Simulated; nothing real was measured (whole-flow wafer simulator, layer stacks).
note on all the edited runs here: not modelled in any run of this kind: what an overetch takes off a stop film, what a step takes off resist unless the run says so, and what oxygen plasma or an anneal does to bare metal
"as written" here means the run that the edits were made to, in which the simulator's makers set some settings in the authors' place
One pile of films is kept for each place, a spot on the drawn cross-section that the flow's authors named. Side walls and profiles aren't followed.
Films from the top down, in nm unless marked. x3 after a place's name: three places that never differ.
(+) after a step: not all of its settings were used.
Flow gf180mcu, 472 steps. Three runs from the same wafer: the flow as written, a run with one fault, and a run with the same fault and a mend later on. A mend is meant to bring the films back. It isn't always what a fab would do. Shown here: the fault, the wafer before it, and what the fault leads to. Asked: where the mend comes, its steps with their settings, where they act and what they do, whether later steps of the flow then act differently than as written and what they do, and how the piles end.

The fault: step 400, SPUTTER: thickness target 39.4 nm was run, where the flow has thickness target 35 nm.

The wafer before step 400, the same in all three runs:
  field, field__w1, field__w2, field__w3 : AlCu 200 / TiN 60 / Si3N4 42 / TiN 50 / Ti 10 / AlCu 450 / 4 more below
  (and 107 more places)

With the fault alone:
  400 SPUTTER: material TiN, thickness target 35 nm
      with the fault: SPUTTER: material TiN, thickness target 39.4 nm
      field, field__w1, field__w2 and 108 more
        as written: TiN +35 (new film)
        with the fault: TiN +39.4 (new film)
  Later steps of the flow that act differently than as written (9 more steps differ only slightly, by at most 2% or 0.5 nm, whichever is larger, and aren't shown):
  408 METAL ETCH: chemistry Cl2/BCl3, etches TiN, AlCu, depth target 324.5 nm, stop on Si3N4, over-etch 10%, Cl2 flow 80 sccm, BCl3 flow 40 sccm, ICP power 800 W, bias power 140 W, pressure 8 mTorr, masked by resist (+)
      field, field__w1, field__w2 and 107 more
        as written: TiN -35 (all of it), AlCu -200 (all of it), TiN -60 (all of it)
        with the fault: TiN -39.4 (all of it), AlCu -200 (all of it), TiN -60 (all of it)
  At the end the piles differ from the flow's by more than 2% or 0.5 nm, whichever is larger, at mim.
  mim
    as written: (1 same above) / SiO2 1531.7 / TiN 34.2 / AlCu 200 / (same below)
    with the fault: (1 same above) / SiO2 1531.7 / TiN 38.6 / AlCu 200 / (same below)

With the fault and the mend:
  The mend comes after step 400.
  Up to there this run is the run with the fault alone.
  400a METAL ETCH: chemistry Cl2/BCl3, etches TiN, AlCu, Ti, depth target 4.4 nm, Cl2 flow 80 sccm, BCl3 flow 40 sccm, ICP power 800 W, bias power 140 W, pressure 8 mTorr (the flow's step 260 once more, with other settings)
      field, field__w1, field__w2 and 108 more
        TiN -4.4
  No later step of the flow acts differently than as written at any place that is followed.
  At the end the piles are the same as the flow's at every place that both follow.
